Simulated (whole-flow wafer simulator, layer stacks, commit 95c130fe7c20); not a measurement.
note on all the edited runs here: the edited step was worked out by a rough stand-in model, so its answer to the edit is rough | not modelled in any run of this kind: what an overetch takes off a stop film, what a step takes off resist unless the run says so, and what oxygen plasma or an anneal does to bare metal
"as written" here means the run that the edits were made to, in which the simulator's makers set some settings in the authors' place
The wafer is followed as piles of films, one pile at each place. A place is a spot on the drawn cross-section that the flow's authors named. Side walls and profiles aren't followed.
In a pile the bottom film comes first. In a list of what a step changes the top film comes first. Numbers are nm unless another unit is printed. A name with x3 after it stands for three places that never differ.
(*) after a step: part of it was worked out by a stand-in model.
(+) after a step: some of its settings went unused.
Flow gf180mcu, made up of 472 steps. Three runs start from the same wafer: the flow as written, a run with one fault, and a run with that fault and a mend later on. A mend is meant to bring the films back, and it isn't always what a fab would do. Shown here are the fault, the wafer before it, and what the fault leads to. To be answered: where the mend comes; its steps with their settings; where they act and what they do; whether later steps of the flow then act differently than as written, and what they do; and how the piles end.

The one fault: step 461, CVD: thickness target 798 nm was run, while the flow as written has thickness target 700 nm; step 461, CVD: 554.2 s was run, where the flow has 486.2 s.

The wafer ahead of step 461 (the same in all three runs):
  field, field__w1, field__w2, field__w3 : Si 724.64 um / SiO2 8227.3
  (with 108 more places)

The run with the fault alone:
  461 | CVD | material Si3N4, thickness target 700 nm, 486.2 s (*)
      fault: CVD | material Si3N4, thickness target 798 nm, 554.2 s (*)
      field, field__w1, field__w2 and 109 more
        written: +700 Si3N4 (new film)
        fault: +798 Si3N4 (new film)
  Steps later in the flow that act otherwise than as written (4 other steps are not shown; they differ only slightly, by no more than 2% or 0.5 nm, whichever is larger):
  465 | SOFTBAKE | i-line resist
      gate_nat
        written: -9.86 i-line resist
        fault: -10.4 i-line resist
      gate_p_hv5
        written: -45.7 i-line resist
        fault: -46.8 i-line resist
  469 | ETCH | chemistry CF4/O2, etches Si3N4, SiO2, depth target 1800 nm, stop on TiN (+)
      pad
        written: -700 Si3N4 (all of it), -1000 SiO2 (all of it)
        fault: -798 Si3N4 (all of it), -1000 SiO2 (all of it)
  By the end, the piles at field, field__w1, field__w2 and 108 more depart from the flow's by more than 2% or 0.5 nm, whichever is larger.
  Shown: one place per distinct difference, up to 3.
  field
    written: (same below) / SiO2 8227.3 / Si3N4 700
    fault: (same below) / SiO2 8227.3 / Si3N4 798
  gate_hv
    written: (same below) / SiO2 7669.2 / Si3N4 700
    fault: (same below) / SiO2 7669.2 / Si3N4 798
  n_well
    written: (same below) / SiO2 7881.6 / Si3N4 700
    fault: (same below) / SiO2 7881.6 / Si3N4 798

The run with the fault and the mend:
  After step 468 comes the mend.
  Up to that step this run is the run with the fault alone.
  468a | STRIP | chemistry O2/N2, power 2160 W, pressure 1700 mTorr (*)
      iso_ptap_pw, iso_ntap_nw, iso_nw_fld and 33 more
        -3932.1 i-line resist (all of it)
      p_well, sti, spacer, sd_n, mim_1p0, dice_street
        -3938.4 i-line resist (all of it)
      field, field__w11, field__w13
        -3986.4 i-line resist (all of it)
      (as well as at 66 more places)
  468b | WET ETCH | chemistry H3PO4, depth target 98 nm, 160 C (the flow's step 14, run once more with other settings)
      field, field__w1, field__w2 and 109 more
        -98 Si3N4
  468c | HMDS | 120 C, 60 s (the flow's step 463, run once more)
      leaves every film unchanged at each place that is followed
  468d | COAT | i-line resist, thickness 4000 nm (*) (the flow's step 464, run once more)
      iso_ptap_pw, iso_ntap_nw, iso_nw_fld and 33 more
        +4000 i-line resist (new film)
      field__w5, field__w9, field__w11, ld_drn_n, gate_p_hv, nplus_u
        +4016.9 i-line resist (new film)
      p_well, sti, spacer, sd_n, mim_1p0, dice_street
        +4006.3 i-line resist (new film)
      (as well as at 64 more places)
  468e | SOFTBAKE | i-line resist (the flow's step 465, run once more)
      field__w11, field__w13, mim, ppoly_u
        +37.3 i-line resist
      field__w3, ld_sd_p
        +33.3 i-line resist
      field_sub__w3, field_sub__w4
        +33.1 i-line resist
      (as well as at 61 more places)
  468f | EXPOSE | photomask Pad (the flow's step 466, run once more)
      leaves every film unchanged at each place that is followed
  468g | PEB | i-line resist, 115 C, 93.9 s (the flow's step 467, run once more)
      iso_ptap_pw, iso_ntap_nw, iso_nw_fld and 33 more
        -67.9 i-line resist
      field, field__w2, field__w3 and 25 more
        -68.8 i-line resist
      field_sub, field_sub__w1, field_sub__w2 and 23 more
        -68.7 i-line resist
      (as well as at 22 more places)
  468h | DEVELOP | thickness 4000 nm (*) (the flow's step 468, run once more)
      field__w6, field__w10, field__w12 and 22 more
        -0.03 i-line resist
      pad
        -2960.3 i-line resist (all of it)
  Later steps of the flow that are run all act as written at every place that is followed, up to a difference of at most 2% or 0.5 nm, whichever is larger.
  By the end, the piles equal the flow's at every place that both follow.
